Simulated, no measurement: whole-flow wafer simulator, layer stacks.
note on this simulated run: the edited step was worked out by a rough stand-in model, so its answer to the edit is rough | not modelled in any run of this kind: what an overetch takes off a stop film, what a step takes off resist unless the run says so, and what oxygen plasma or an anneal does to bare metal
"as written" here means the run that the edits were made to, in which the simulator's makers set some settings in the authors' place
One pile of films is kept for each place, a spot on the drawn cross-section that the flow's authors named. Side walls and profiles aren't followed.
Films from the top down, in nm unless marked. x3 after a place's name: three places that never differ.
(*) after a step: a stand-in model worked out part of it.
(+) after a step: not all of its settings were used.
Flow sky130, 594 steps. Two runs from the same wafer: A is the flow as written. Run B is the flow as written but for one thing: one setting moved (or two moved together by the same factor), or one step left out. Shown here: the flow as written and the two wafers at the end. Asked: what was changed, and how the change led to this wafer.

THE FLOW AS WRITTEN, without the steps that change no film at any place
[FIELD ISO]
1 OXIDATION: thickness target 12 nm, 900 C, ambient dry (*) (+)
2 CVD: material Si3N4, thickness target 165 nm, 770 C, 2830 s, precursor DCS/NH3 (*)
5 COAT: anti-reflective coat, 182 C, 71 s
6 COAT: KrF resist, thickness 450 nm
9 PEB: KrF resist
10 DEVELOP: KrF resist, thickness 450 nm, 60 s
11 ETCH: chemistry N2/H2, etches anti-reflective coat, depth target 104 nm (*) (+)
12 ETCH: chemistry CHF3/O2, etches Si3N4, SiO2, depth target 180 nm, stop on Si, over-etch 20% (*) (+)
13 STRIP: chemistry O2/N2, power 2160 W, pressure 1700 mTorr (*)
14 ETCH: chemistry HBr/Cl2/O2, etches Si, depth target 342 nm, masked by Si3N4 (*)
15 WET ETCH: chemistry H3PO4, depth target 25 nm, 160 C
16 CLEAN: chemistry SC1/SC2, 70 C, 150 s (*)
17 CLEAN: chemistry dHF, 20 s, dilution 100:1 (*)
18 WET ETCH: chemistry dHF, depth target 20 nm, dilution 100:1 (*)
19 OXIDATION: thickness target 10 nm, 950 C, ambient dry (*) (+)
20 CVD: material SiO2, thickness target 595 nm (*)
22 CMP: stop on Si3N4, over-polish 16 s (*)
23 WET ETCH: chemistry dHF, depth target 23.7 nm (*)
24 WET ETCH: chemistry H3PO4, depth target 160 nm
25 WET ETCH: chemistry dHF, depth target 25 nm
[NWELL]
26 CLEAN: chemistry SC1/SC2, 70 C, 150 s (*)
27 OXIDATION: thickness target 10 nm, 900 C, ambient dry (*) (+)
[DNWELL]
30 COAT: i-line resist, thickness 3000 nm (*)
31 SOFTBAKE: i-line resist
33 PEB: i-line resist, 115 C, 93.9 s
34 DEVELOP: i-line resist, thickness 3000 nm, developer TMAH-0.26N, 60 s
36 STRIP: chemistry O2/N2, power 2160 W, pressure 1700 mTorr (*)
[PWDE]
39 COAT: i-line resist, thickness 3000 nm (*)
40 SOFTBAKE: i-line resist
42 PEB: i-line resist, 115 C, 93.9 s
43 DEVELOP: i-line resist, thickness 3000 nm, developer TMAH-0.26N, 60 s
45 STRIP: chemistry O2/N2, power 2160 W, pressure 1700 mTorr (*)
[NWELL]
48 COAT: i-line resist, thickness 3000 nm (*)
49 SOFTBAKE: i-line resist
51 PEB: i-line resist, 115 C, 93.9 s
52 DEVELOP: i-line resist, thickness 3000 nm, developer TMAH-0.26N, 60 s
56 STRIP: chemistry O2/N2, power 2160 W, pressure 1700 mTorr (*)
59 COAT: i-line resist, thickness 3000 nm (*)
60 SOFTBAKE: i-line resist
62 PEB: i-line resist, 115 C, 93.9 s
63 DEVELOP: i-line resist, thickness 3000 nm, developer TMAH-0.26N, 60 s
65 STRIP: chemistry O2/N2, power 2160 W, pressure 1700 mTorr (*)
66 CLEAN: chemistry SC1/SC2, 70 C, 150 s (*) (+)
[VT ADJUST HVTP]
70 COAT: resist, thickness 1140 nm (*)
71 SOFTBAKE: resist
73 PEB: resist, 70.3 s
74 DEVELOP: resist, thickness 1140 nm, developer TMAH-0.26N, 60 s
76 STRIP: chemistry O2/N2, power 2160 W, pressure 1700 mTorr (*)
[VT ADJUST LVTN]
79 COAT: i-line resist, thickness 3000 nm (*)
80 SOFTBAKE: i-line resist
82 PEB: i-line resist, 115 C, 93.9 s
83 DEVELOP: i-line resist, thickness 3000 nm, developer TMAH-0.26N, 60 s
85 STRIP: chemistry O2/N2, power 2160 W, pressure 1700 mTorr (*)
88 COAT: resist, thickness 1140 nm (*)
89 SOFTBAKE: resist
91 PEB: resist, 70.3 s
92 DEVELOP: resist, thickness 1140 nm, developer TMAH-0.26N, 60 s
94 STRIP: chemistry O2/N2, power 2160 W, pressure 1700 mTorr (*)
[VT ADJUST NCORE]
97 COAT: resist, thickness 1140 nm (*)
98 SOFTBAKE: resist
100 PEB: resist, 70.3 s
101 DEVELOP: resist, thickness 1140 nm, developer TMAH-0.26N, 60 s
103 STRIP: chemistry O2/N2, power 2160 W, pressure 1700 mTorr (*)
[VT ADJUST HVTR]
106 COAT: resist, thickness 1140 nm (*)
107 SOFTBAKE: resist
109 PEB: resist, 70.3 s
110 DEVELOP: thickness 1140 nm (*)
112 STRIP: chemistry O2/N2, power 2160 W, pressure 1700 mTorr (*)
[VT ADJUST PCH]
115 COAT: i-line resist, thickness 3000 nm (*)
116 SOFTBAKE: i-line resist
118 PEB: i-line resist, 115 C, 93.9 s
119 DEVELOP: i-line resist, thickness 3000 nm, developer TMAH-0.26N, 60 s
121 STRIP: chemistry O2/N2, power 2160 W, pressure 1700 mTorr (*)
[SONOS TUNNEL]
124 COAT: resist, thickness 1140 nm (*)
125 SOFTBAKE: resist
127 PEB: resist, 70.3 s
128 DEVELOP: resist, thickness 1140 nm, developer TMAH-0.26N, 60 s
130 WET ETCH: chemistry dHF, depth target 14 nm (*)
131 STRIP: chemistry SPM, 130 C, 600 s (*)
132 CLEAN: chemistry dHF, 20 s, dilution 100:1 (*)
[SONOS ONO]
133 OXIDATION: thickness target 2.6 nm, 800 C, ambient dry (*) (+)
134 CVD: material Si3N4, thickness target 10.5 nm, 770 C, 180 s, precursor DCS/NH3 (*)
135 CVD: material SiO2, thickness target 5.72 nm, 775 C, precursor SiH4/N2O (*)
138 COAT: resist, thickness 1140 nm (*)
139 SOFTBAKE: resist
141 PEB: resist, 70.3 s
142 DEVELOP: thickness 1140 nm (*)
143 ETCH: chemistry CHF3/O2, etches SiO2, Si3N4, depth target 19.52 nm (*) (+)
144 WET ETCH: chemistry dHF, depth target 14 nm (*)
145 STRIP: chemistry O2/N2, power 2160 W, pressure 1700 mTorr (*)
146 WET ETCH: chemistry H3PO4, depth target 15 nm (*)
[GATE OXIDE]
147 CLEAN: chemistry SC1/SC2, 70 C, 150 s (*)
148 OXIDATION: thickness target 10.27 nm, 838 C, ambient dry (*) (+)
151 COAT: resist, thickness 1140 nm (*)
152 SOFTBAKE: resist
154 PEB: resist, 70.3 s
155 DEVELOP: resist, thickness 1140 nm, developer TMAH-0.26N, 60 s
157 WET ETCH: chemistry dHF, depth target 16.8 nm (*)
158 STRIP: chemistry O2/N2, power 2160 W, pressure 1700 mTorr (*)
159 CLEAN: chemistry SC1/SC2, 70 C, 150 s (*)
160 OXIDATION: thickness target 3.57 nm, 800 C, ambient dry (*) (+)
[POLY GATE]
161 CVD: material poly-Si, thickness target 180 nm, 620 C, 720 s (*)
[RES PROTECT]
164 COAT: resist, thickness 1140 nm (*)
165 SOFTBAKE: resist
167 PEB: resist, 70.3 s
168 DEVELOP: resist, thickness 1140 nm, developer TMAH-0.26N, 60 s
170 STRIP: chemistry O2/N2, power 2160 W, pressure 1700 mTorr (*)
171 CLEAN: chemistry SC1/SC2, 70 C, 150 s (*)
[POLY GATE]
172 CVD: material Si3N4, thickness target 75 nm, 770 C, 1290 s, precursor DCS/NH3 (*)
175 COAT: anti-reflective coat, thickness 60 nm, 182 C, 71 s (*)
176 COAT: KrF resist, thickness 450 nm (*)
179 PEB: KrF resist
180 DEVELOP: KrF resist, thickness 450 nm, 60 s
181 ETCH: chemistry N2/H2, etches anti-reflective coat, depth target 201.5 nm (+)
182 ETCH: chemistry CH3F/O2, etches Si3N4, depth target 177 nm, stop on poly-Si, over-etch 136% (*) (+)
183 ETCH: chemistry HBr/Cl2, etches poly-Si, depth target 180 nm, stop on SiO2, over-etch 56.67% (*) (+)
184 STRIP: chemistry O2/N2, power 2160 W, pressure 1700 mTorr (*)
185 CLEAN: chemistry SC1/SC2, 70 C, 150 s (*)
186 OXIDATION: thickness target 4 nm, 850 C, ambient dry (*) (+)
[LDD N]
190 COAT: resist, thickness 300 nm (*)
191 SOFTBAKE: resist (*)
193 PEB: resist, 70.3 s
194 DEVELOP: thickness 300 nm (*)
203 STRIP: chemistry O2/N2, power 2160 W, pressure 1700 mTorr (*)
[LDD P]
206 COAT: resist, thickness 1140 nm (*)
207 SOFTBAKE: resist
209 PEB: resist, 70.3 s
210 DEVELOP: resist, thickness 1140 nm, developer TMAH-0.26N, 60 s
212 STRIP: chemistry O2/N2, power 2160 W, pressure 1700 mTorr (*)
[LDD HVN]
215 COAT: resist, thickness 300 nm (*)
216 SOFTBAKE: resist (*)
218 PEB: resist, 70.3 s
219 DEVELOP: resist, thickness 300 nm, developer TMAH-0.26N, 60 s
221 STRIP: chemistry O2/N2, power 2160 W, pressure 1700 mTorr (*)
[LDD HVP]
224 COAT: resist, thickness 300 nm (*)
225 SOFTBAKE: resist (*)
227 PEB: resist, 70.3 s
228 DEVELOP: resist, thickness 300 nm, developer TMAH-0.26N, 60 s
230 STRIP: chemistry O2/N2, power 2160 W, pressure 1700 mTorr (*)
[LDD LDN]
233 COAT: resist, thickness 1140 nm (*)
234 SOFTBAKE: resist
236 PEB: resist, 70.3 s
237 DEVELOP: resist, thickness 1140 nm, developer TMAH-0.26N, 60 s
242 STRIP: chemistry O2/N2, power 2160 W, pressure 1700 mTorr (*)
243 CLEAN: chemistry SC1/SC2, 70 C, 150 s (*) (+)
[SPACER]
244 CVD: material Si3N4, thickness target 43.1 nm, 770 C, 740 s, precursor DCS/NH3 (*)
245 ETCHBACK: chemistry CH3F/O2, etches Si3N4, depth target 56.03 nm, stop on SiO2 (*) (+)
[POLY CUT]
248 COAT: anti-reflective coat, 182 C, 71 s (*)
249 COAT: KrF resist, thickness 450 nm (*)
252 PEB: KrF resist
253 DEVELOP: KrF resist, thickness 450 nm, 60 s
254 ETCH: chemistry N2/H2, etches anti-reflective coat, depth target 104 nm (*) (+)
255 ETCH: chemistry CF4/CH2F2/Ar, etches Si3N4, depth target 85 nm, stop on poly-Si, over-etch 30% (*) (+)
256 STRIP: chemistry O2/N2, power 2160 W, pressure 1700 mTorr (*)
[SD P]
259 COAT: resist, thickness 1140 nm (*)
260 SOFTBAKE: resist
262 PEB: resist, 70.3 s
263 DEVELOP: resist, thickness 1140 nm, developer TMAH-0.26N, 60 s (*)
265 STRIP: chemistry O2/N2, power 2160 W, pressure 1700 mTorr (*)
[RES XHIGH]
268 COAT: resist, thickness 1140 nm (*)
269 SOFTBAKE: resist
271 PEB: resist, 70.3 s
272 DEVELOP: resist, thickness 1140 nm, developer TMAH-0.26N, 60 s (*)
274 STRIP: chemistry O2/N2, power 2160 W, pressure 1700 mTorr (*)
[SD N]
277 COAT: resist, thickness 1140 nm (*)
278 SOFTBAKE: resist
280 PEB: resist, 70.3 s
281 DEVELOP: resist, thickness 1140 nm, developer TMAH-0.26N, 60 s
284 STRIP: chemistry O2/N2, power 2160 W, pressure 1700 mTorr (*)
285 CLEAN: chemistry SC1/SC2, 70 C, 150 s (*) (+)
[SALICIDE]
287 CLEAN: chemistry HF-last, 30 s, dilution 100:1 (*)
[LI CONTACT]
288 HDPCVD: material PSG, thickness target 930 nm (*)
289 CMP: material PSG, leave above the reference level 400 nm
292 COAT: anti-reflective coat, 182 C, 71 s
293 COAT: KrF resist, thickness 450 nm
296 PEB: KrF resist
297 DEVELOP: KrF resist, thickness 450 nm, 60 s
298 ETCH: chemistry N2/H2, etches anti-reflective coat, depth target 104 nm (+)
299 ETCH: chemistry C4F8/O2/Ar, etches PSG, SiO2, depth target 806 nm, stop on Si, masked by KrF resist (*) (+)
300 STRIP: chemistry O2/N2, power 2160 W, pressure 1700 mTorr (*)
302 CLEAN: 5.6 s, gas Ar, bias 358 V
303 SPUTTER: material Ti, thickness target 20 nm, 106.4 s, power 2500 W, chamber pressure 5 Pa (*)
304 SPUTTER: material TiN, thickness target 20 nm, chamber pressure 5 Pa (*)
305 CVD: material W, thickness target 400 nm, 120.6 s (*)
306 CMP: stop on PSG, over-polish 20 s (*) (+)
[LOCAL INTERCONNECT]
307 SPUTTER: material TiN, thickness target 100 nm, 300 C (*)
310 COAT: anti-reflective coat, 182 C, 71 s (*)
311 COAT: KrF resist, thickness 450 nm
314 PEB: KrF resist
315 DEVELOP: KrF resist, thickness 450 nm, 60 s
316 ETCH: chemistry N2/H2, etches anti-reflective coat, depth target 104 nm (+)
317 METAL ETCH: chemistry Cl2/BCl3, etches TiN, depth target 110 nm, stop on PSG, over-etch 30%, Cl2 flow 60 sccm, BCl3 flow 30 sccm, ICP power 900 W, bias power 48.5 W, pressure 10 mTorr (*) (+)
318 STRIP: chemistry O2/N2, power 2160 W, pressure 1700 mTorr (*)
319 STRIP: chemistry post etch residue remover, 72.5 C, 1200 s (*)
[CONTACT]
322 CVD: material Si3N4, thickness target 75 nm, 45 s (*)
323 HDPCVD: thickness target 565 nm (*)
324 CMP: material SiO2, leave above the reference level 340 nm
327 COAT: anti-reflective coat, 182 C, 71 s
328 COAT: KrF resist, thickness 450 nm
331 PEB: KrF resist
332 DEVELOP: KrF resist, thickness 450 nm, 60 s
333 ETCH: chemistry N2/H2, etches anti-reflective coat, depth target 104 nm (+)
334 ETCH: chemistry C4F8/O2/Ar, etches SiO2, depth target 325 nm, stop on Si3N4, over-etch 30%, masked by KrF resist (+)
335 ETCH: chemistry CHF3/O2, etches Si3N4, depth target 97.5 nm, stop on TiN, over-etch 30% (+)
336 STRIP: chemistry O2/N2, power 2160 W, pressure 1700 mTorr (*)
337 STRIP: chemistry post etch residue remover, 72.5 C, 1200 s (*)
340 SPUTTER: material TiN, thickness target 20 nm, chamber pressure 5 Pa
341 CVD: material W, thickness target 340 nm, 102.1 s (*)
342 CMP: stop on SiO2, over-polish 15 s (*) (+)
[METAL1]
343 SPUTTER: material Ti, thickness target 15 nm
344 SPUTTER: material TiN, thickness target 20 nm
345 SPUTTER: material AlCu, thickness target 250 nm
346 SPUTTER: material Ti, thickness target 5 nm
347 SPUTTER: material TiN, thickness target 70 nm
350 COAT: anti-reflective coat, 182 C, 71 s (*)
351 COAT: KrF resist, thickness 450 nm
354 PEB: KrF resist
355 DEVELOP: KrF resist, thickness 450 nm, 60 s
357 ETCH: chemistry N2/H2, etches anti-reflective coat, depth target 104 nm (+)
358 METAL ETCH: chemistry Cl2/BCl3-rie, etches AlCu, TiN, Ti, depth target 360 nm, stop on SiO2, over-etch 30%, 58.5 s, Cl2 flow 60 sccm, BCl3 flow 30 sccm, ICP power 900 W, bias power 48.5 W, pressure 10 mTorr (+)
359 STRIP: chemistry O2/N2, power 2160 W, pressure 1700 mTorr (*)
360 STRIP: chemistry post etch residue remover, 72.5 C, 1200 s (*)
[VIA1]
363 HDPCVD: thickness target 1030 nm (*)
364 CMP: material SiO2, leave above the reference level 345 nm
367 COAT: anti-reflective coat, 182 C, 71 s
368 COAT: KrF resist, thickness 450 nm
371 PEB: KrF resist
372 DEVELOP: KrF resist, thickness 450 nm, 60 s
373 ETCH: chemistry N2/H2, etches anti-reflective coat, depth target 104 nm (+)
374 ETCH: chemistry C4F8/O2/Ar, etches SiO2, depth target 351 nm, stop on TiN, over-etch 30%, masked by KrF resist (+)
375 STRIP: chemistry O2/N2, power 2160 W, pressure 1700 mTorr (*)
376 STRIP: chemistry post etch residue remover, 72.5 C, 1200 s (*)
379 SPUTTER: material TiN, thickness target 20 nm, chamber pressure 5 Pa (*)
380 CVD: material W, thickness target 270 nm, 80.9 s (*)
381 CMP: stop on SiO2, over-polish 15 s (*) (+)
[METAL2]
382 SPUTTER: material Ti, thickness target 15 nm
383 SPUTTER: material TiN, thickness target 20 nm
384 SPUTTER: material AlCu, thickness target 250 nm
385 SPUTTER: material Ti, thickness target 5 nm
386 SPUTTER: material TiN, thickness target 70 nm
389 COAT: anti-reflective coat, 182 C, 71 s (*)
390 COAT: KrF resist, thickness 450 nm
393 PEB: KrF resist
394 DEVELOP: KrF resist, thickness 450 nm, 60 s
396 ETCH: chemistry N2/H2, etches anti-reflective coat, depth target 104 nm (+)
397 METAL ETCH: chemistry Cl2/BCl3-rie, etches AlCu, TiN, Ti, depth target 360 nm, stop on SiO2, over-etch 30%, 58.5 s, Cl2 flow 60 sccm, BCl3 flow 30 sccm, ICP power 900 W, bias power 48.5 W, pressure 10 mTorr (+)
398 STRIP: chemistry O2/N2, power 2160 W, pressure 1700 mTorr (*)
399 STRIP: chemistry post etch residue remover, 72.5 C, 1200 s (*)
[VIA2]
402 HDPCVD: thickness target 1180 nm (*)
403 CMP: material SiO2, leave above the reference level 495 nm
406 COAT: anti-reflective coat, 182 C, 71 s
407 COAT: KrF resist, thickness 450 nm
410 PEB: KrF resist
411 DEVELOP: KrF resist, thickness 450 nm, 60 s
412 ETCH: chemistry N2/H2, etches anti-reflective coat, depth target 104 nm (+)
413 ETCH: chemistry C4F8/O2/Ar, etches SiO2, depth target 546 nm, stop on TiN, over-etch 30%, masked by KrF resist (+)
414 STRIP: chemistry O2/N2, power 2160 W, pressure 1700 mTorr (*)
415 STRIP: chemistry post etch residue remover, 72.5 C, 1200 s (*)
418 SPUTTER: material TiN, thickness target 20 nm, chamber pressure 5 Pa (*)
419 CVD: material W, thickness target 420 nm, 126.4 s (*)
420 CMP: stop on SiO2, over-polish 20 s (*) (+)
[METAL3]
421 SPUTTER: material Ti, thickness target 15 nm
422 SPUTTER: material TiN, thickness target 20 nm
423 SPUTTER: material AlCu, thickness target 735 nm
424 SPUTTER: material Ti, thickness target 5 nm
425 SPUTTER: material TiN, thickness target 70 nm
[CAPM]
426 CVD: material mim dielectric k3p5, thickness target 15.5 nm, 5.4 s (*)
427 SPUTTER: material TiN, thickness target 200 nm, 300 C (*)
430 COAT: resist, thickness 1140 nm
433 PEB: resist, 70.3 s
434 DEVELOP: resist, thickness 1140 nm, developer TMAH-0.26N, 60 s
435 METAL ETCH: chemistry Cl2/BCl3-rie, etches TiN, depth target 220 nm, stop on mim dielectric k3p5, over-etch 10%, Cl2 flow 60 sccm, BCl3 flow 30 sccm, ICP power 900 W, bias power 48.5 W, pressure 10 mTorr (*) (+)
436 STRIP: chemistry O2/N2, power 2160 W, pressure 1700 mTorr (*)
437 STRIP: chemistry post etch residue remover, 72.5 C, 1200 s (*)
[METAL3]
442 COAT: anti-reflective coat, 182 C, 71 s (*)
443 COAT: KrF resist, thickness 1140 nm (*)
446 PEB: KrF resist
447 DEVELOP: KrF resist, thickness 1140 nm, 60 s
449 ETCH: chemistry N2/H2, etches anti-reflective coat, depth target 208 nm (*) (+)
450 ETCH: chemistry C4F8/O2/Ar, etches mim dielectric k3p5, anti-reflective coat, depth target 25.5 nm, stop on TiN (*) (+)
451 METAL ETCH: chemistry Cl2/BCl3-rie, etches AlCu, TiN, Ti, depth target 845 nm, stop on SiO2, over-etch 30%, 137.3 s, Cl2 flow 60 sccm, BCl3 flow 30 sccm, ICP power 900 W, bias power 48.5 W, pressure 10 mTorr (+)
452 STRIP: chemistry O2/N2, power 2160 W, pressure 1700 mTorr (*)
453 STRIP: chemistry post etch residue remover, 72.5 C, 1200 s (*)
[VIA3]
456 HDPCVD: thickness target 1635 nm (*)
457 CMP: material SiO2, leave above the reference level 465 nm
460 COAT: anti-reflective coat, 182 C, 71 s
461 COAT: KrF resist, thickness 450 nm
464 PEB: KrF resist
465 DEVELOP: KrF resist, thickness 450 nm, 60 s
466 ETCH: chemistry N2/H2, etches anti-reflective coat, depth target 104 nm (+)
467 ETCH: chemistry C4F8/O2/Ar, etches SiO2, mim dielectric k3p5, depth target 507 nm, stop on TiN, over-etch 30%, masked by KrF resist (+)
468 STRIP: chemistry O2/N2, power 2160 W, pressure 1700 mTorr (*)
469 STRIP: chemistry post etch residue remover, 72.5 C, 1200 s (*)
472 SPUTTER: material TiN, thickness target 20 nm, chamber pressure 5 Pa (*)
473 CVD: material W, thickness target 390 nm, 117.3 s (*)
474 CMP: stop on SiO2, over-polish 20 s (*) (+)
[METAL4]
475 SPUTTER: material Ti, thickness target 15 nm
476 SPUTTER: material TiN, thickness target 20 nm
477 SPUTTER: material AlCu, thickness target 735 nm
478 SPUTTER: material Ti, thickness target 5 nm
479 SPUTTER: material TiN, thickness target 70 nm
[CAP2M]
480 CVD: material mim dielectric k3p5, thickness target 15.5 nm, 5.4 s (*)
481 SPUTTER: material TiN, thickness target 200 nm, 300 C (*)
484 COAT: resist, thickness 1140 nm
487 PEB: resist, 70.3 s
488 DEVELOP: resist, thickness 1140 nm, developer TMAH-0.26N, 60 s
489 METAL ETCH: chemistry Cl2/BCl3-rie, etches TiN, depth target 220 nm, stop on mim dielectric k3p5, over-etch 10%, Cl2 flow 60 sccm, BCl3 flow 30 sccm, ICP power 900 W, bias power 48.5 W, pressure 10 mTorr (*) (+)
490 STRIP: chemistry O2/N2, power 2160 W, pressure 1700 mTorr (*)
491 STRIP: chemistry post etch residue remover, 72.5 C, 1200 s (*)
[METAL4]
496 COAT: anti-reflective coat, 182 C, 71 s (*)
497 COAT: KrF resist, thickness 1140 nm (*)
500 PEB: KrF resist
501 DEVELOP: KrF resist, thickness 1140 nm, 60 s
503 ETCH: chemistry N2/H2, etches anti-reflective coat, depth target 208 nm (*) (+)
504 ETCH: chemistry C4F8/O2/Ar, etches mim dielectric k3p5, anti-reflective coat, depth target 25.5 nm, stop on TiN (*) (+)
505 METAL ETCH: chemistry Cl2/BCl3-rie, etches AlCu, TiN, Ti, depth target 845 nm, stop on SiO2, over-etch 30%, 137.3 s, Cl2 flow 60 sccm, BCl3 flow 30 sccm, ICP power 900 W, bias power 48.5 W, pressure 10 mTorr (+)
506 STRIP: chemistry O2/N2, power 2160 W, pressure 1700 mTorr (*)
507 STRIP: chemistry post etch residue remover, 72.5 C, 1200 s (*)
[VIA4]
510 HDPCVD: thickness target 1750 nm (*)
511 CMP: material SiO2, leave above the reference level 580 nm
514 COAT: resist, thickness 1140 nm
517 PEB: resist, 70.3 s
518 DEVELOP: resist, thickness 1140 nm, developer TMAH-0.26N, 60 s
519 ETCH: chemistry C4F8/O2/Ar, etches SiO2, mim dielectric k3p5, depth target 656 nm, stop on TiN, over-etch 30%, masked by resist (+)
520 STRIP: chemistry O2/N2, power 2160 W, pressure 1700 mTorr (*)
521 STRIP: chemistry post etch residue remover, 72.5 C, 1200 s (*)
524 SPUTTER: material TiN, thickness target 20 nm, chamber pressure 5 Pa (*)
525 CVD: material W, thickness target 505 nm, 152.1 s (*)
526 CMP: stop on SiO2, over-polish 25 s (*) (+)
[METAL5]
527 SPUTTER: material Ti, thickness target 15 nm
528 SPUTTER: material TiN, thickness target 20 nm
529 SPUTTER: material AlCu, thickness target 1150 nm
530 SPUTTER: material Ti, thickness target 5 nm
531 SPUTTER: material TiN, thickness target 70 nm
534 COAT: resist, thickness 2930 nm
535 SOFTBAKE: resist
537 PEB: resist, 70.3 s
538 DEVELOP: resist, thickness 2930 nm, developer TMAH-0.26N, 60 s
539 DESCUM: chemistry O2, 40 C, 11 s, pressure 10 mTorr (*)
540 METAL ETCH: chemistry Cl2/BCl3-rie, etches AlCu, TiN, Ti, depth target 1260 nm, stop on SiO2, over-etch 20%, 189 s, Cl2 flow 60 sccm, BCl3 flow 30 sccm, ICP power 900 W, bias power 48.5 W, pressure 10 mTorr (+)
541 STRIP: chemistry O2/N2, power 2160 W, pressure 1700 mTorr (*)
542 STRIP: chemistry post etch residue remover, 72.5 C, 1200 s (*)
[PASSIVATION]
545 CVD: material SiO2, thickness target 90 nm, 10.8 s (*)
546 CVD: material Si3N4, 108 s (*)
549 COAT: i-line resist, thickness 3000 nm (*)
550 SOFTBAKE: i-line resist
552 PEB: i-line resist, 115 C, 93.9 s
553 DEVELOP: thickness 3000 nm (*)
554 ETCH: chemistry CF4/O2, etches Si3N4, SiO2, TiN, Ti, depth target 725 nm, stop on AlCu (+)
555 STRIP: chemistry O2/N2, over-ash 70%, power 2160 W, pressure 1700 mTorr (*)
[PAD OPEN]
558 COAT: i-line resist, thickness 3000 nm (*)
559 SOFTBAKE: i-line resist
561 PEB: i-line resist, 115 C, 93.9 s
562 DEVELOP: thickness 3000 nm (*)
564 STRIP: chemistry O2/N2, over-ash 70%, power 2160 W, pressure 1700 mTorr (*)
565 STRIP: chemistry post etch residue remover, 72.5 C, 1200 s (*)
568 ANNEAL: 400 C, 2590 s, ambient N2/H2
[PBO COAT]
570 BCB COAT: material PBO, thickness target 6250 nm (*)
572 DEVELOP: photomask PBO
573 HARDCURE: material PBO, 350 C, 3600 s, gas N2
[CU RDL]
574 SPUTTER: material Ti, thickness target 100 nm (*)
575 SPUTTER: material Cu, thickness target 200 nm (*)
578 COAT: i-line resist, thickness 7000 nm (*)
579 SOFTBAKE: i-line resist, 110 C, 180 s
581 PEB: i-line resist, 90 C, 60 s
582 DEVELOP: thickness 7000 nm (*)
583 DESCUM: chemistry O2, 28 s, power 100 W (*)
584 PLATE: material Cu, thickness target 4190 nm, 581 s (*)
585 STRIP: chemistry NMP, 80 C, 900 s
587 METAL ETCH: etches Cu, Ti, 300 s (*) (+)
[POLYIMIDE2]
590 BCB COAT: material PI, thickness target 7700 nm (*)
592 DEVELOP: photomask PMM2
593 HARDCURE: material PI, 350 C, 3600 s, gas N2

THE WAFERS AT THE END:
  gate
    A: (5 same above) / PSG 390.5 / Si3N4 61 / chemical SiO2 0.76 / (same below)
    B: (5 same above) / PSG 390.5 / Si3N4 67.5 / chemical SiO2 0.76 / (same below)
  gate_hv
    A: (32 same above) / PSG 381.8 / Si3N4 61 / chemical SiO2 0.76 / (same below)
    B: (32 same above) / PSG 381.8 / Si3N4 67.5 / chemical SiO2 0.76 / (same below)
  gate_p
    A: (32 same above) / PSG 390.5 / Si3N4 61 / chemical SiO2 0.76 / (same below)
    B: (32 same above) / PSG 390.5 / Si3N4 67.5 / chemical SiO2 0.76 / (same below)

The cause: step 244, CVD: thickness target 49.6 nm was run, where the flow has thickness target 43.1 nm; step 244, CVD: 851 s was run, where the flow has 740 s.

How the change led to this, step by step:
  244 CVD: material Si3N4, thickness target 43.1 nm, 770 C, 740 s, precursor DCS/NH3 (*)
      field, active, p_well and 101 more: A Si3N4 +43.1 (new film) | B Si3N4 +49.6 (new film)
      n_well, gate, gate_hv and 74 more: A Si3N4 +43.1 | B Si3N4 +49.6
  245 ETCHBACK: chemistry CH3F/O2, etches Si3N4, depth target 56.03 nm, stop on SiO2 (*) (+)
      field, active, p_well and 101 more: A Si3N4 -43.1 (all of it), SiO2 -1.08 | B Si3N4 -49.6 (all of it), SiO2 -0.54
  248 COAT: anti-reflective coat, 182 C, 71 s (*)
      gate_hv: A anti-reflective coat +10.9 (new film) | B anti-reflective coat +9.34 (new film)
      m1: A anti-reflective coat +16.3 (new film) | B anti-reflective coat +15.2 (new film)
      (and at 48 more places)
  249 COAT: KrF resist, thickness 450 nm (*)
      poly_dn: A KrF resist +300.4 (new film) | B KrF resist +294.3 (new film)
      gate_lvt_sd_len: A KrF resist +334.5 (new film) | B KrF resist +327.4 (new film)
      (and at 2 more places)
  254 ETCH: chemistry N2/H2, etches anti-reflective coat, depth target 104 nm (*) (+)
      rxpo_ln: A anti-reflective coat -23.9 (all of it), Si3N4 -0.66 | B anti-reflective coat -25.9 (all of it), Si3N4 -0.63
  255 ETCH: chemistry CF4/CH2F2/Ar, etches Si3N4, depth target 85 nm, stop on poly-Si, over-etch 30% (*) (+)
      field, active, n_well and 180 more: A KrF resist -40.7 | B KrF resist -42.5
      rpo_wd, rxpo_wd: A Si3N4 -61.6 (all of it), chemical SiO2 -0.75 (all of it) | B Si3N4 -68.1 (all of it), chemical SiO2 -0.75 (all of it)
      (and at 5 more places)
  256 STRIP: chemistry O2/N2, power 2160 W, pressure 1700 mTorr (*)
      n_well: A KrF resist -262 (all of it), anti-reflective coat -3 (all of it) | B KrF resist -253.8 (all of it), anti-reflective coat -3 (all of it)
      gate_hv: A KrF resist -314.7 (all of it), anti-reflective coat -10.9 (all of it) | B KrF resist -310.3 (all of it), anti-reflective coat -9.34 (all of it)
      (and at 51 more places)
  260 SOFTBAKE: resist
      poly_endcap: A resist -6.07 | B resist -7.07
      field_nw: A resist +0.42 | B resist +1.58
      (and at 2 more places)
  269 SOFTBAKE: resist
      poly_endcap: A resist -6.07 | B resist -7.07
      field_nw: A resist +0.42 | B resist +1.58
      (and at 2 more places)
  278 SOFTBAKE: resist
      poly_endcap: A resist -6.07 | B resist -7.07
      field_nw: A resist +0.42 | B resist +1.58
      (and at 2 more places)
  289 CMP: material PSG, leave above the reference level 400 nm
      active, p_well, sd_n and 19 more: A PSG -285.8 | B PSG -279.9
      pwell_dnw, sd_hvn, dext_ntap_nw and 14 more: A PSG -294.2 | B PSG -288.2
      (and at 2 more places)
  299 ETCH: chemistry C4F8/O2/Ar, etches PSG, SiO2, depth target 806 nm, stop on Si, masked by KrF resist (*) (+)
      contact, ndiff_licon, ndiff_licon_cpp: A PSG -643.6 (all of it), SiO2 -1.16 (all of it) | B PSG -649.5 (all of it), SiO2 -1.7 (all of it)
  306 CMP: stop on PSG, over-polish 20 s (*) (+)
      poly_licon: A W -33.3 | B W -26.8
